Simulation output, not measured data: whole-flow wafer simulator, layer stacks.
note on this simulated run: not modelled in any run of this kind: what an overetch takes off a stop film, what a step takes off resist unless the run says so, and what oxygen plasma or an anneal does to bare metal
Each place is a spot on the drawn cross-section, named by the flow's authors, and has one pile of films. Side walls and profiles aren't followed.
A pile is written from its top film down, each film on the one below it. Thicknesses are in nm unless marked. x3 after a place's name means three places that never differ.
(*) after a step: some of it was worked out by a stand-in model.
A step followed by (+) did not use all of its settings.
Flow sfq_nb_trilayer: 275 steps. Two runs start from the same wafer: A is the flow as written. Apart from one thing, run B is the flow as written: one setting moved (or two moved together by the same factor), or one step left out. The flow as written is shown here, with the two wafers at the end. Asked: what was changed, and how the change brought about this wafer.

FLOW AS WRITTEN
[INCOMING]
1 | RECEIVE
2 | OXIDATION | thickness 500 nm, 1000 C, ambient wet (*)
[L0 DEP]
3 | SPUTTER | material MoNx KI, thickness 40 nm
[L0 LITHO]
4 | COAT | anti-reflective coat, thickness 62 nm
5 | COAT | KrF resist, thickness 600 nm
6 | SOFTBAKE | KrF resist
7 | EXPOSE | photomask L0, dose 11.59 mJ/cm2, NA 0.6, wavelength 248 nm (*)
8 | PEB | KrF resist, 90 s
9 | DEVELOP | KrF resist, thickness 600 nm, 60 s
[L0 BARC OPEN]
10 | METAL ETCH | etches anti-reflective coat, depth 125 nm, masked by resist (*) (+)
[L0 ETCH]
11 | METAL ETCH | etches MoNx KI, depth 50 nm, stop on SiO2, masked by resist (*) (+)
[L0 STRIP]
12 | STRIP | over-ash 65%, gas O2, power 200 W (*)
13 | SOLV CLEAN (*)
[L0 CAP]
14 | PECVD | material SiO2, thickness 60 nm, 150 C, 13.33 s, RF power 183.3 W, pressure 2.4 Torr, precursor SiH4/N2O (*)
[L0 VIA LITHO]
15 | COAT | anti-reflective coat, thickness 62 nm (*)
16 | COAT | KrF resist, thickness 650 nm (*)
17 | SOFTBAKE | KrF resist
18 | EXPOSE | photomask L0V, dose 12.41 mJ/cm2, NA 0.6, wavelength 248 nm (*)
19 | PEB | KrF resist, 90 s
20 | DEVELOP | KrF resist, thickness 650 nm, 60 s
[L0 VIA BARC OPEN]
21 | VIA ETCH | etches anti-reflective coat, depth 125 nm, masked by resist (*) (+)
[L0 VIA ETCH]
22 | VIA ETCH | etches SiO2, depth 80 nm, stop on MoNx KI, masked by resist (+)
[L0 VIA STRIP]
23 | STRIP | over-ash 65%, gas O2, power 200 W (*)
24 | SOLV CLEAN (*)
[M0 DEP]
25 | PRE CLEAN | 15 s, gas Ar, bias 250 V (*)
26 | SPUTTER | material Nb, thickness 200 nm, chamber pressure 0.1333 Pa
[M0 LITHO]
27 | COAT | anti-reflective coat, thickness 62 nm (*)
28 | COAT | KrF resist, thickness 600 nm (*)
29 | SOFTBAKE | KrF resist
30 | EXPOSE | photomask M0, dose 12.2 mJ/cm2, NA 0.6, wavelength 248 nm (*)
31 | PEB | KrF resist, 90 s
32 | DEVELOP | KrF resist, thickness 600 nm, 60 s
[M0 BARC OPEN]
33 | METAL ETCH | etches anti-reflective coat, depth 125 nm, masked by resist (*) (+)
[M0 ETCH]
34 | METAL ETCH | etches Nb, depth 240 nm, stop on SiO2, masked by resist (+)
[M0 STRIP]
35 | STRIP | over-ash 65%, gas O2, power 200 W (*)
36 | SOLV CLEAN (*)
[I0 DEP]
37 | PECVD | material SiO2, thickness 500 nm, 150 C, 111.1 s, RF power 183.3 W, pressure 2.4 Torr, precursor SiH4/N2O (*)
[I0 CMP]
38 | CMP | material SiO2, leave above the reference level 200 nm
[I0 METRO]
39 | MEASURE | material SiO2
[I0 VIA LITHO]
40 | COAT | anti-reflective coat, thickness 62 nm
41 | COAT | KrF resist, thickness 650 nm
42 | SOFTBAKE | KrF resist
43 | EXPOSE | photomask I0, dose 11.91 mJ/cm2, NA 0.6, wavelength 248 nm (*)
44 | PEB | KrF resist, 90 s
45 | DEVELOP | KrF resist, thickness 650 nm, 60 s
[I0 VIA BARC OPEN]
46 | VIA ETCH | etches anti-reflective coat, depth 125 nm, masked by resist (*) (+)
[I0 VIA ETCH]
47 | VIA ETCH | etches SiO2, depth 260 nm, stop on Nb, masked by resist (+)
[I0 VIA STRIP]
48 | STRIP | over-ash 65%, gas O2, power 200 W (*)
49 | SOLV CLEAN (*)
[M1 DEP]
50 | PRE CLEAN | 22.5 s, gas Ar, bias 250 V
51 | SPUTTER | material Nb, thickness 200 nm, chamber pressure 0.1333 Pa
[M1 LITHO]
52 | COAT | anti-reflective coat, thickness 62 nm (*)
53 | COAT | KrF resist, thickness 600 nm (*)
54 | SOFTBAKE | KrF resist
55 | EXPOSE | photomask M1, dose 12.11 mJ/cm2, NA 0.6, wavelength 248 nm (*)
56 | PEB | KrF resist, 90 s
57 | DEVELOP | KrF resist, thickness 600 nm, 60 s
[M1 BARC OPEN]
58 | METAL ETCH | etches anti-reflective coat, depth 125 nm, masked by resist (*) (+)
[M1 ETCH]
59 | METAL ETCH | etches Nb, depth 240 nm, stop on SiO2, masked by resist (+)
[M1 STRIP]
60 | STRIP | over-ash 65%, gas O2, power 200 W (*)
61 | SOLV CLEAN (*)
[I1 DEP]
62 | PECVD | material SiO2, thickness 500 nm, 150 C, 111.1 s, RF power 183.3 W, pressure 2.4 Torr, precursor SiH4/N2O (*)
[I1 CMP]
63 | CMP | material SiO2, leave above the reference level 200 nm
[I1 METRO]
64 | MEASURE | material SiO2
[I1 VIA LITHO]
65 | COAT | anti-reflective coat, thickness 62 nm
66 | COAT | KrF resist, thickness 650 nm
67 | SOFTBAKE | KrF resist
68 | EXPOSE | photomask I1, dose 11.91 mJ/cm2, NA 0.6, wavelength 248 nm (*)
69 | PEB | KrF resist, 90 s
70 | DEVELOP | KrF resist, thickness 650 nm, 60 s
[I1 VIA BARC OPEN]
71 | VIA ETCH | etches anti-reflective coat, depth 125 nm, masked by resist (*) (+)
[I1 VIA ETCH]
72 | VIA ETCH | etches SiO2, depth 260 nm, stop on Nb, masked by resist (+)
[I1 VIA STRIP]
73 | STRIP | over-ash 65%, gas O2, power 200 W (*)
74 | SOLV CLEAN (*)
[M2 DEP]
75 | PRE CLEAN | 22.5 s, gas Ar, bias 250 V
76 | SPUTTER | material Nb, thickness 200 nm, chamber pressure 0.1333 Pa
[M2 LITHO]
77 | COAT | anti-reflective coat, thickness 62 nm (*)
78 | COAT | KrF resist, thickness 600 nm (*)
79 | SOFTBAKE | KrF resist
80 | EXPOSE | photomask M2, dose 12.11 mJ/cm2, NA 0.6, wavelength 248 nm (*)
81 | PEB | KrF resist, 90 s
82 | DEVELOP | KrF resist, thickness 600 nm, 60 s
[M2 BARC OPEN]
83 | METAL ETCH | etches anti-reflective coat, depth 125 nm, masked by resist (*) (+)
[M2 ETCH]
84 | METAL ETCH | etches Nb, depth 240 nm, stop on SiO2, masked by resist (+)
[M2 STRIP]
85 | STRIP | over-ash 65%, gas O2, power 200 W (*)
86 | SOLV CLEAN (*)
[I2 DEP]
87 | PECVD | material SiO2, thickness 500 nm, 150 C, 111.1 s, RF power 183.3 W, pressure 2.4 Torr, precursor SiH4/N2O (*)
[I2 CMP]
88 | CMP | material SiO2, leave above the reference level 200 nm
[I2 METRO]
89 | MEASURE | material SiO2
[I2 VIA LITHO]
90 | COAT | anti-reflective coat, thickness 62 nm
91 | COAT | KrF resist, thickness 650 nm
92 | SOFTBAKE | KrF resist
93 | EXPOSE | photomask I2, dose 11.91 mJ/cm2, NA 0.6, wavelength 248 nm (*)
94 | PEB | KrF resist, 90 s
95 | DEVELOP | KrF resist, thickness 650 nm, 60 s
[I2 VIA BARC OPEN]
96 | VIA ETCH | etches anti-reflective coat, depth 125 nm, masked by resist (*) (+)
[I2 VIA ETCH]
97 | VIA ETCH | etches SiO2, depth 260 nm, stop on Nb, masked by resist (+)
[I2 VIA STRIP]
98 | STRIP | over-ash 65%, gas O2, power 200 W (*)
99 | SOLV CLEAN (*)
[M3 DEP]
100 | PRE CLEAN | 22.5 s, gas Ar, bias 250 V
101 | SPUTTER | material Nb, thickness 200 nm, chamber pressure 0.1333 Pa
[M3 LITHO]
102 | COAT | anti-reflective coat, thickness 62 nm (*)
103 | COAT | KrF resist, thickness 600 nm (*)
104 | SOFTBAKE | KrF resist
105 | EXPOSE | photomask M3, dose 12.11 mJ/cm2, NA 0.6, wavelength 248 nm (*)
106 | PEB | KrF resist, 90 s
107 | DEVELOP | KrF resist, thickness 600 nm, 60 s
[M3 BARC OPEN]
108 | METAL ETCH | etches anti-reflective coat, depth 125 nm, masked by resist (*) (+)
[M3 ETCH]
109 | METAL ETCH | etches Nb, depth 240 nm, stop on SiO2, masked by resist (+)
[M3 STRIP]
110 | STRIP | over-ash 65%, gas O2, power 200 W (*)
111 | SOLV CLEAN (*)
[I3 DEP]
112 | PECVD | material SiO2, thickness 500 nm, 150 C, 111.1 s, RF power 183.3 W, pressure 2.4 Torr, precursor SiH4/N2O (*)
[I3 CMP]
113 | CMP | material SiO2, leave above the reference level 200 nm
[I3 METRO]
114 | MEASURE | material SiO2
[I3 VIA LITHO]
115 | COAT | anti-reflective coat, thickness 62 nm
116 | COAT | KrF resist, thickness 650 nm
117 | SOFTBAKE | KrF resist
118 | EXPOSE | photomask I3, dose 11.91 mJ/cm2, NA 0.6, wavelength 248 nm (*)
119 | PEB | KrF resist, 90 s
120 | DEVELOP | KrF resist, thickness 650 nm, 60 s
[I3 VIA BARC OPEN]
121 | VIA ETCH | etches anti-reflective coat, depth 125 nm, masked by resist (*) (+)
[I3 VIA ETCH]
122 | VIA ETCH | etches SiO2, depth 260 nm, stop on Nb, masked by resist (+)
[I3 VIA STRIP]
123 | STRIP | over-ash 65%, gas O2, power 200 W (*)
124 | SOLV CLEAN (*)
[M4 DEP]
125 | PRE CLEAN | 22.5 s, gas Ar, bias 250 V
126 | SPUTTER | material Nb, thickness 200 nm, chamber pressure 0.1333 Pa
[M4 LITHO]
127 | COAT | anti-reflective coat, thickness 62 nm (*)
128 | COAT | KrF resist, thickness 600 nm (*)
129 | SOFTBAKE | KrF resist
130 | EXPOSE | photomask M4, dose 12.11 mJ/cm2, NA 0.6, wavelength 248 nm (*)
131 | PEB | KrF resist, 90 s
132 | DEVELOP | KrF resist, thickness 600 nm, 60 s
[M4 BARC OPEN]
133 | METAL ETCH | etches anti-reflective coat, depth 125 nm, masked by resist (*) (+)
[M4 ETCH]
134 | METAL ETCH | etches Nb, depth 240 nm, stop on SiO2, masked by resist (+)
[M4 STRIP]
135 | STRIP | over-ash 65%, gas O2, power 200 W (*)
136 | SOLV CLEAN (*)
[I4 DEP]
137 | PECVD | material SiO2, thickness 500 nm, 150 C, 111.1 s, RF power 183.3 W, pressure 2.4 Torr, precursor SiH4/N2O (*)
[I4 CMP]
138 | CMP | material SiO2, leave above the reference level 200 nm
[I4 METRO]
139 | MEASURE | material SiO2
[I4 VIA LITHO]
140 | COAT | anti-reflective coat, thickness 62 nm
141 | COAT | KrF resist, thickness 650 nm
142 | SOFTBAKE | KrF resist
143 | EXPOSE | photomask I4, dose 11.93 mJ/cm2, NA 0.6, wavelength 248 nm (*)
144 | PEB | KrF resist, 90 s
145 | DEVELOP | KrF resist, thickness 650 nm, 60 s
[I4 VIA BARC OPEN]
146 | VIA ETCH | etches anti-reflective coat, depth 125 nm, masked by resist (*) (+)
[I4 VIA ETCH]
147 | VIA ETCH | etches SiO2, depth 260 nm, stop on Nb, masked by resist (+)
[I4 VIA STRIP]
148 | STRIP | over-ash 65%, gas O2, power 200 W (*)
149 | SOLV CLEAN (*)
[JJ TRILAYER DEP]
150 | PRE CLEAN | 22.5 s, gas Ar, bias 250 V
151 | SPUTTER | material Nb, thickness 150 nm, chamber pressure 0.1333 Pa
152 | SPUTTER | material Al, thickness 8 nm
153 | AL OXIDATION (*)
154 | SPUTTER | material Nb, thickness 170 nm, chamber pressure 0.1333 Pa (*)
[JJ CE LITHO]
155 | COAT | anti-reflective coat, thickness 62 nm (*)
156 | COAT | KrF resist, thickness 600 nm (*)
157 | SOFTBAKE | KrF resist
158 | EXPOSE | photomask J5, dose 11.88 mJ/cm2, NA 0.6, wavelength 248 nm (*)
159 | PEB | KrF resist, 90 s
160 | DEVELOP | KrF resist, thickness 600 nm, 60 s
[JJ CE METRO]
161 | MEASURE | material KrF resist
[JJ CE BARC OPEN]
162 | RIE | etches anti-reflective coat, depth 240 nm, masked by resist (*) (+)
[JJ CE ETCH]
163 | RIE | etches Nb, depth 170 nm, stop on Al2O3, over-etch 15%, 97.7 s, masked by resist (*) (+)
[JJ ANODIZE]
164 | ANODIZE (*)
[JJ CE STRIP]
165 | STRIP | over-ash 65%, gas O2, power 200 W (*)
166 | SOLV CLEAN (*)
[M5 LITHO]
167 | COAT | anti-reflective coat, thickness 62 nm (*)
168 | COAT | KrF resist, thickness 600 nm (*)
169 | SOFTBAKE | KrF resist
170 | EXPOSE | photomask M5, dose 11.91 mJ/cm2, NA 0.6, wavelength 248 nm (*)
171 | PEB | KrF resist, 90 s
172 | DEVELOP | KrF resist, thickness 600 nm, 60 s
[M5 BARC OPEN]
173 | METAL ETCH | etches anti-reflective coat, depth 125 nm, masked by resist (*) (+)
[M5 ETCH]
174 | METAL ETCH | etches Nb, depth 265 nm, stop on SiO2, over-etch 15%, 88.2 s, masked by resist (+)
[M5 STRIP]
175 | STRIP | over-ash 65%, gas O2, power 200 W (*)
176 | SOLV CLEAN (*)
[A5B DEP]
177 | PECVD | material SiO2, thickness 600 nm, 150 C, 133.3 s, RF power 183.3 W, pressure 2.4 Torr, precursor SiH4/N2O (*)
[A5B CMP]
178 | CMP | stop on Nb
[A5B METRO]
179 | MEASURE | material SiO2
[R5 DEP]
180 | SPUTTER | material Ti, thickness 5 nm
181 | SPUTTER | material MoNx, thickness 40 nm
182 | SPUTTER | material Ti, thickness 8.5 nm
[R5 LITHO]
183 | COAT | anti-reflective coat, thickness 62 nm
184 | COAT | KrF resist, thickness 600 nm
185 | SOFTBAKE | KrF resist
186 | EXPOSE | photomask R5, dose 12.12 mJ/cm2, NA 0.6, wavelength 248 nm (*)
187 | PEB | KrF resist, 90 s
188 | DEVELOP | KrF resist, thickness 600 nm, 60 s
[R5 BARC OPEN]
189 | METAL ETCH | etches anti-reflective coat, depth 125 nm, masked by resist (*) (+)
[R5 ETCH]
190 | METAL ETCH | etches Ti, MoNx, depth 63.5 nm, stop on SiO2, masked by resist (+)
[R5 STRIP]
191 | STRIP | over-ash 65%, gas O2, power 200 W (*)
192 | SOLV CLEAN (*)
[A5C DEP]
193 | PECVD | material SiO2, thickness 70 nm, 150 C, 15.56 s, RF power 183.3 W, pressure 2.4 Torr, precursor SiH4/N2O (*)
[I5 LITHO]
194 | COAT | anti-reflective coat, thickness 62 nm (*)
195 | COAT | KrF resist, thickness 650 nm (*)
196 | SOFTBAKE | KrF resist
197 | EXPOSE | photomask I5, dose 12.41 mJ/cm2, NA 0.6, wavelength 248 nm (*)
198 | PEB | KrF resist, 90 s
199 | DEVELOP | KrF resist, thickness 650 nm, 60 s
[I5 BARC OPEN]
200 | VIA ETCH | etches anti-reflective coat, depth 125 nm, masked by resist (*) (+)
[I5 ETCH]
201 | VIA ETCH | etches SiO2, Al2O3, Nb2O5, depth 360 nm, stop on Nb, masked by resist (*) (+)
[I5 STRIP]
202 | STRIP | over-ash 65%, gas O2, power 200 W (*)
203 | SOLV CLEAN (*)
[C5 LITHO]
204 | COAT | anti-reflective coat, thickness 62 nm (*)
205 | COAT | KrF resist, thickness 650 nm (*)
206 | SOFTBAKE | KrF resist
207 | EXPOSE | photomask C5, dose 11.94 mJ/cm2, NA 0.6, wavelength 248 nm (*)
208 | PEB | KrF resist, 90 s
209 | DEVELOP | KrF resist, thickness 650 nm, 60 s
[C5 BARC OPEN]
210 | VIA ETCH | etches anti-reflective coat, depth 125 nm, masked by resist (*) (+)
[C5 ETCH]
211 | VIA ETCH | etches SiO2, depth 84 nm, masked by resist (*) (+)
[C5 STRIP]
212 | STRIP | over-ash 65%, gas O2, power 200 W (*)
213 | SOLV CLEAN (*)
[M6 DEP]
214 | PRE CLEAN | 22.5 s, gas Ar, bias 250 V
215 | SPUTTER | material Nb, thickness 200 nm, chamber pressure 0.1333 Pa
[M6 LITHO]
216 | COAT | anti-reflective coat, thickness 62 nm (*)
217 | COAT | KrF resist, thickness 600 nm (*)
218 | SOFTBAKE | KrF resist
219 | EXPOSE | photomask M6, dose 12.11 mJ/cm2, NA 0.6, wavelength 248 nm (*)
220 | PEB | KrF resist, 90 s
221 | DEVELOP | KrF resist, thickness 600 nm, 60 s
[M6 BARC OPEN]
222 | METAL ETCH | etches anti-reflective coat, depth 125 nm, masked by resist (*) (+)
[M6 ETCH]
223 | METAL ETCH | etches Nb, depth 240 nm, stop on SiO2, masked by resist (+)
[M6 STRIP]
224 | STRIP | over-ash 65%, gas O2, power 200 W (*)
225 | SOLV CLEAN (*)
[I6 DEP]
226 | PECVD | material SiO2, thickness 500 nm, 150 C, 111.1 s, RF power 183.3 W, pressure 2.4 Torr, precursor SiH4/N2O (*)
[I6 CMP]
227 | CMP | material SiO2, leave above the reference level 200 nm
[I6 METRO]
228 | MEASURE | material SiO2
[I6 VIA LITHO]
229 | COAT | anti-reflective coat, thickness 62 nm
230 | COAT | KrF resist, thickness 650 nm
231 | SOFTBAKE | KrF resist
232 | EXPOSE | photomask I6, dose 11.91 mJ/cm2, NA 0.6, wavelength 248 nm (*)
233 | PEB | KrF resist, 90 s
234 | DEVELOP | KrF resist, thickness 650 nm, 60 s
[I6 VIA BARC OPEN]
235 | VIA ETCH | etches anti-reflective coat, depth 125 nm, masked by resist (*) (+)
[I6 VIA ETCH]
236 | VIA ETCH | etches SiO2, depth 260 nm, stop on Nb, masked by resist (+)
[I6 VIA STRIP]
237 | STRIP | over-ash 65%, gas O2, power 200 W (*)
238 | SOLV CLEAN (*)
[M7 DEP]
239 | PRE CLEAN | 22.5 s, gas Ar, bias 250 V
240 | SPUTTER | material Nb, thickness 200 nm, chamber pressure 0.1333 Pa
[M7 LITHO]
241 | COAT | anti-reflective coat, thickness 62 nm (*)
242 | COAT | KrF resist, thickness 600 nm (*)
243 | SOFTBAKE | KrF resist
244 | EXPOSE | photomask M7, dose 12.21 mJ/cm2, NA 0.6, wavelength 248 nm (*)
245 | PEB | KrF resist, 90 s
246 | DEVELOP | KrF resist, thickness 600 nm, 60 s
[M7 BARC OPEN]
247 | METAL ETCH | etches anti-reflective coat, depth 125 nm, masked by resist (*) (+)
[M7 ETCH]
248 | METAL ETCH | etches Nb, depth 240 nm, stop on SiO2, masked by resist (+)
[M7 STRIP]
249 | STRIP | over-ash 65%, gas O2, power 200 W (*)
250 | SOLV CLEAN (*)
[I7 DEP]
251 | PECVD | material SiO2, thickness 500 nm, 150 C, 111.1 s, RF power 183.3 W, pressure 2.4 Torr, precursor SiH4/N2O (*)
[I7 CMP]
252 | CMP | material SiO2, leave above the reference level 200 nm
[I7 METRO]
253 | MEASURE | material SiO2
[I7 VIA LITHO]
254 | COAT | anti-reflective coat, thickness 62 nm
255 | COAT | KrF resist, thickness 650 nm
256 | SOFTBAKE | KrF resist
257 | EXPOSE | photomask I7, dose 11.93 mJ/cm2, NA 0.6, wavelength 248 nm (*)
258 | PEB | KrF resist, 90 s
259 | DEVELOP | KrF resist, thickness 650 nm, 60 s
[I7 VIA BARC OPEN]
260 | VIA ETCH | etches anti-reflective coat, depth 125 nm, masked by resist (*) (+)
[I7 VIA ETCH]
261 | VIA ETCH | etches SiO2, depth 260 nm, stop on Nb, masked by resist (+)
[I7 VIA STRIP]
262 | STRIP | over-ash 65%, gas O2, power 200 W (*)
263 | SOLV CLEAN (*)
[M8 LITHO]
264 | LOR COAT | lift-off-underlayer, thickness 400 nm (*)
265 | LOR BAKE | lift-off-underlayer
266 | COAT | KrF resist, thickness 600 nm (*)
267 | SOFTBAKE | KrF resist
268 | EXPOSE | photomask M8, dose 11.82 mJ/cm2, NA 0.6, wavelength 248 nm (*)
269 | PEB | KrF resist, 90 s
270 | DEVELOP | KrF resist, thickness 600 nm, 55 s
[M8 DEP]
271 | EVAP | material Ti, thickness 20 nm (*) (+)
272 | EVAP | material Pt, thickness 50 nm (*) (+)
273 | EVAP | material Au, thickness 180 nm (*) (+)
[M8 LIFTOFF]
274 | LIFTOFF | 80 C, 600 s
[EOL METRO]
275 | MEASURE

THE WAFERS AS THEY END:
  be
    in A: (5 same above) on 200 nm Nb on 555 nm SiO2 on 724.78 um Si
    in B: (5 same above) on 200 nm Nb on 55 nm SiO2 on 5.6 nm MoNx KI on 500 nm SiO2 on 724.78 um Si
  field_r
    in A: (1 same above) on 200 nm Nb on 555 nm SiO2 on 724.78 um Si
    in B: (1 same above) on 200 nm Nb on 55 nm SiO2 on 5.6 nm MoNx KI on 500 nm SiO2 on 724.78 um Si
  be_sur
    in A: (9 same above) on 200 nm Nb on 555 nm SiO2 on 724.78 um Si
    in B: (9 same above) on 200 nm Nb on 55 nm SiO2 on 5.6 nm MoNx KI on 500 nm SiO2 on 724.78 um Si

What caused this: step 3, SPUTTER: thickness 55.6 nm was run, though the flow has thickness 40 nm.

How this came from the change, step by step:
  3 | SPUTTER | material MoNx KI, thickness 40 nm
      field_l, v_sur, via_wl and 103 more: A +40 MoNx KI (new film) | B +55.6 MoNx KI (new film)
  11 | METAL ETCH | etches MoNx KI, depth 50 nm, stop on SiO2, masked by resist (*) (+)
      v_sur, via_wl, via_w and 97 more: A -40 MoNx KI (all of it) | B -50 MoNx KI
  14 | PECVD | material SiO2, thickness 60 nm, 150 C, 13.33 s, RF power 183.3 W, pressure 2.4 Torr, precursor SiH4/N2O (*)
      v_sur, via_wl, via_w and 97 more: A +60 SiO2 | B +60 SiO2 (new film)
  15 | COAT | anti-reflective coat, thickness 62 nm (*)
      field_l: A +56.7 anti-reflective coat (new film) | B +55.5 anti-reflective coat (new film)
      v_sur: A +72.2 anti-reflective coat (new film) | B +74.9 anti-reflective coat (new film)
      (also at 2 further places)
  23 | STRIP | over-ash 65%, gas O2, power 200 W (*)
      field_l: A -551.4 KrF resist (all of it), -56.7 anti-reflective coat (all of it) | B -549.3 KrF resist (all of it), -55.5 anti-reflective coat (all of it)
      v_sur: A -570.5 KrF resist (all of it), -72.2 anti-reflective coat (all of it) | B -573.1 KrF resist (all of it), -74.9 anti-reflective coat (all of it)
      (also at 2 further places)
  27 | COAT | anti-reflective coat, thickness 62 nm (*)
      v_sur: A +72.3 anti-reflective coat (new film) | B +75.1 anti-reflective coat (new film)
      l0_sur: A +47.5 anti-reflective coat (new film) | B +46.5 anti-reflective coat (new film)
      (also at 1 further place)
  35 | STRIP | over-ash 65%, gas O2, power 200 W (*)
      v_sur: A -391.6 KrF resist (all of it), -72.3 anti-reflective coat (all of it) | B -393.9 KrF resist (all of it), -75.1 anti-reflective coat (all of it)
      l0_sur: A -372 KrF resist (all of it), -47.5 anti-reflective coat (all of it) | B -369.2 KrF resist (all of it), -46.5 anti-reflective coat (all of it)
      (also at 1 further place)
  38 | CMP | material SiO2, leave above the reference level 200 nm
      field_l, l0_sur, l0r_line_l, l0r_line_c, l0r_line_r: A -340 SiO2 | B -350 SiO2
      l0v: A -277.8 SiO2 | B -287.8 SiO2
If metal films that touch count as one body, be has 4 bodies (between them, from the top down: SiO2 503.2; SiO2 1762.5; SiO2 55); the flow as written gives 3 bodies (between them, from the top down: SiO2 503.2; SiO2 1762.5).
If metal films that touch count as one body, field_r has 2 bodies (between them, from the top down: SiO2 55); the flow as written gives 1 body.
If metal films that touch count as one body, be_sur has 5 bodies (between them, from the top down: SiO2 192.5; SiO2 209 / Al2O3 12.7 / Nb2O5 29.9; SiO2 1762.5; SiO2 55); the flow as written gives 4 bodies (between them, from the top down: SiO2 192.5; SiO2 209 / Al2O3 12.7 / Nb2O5 29.9; SiO2 1762.5).
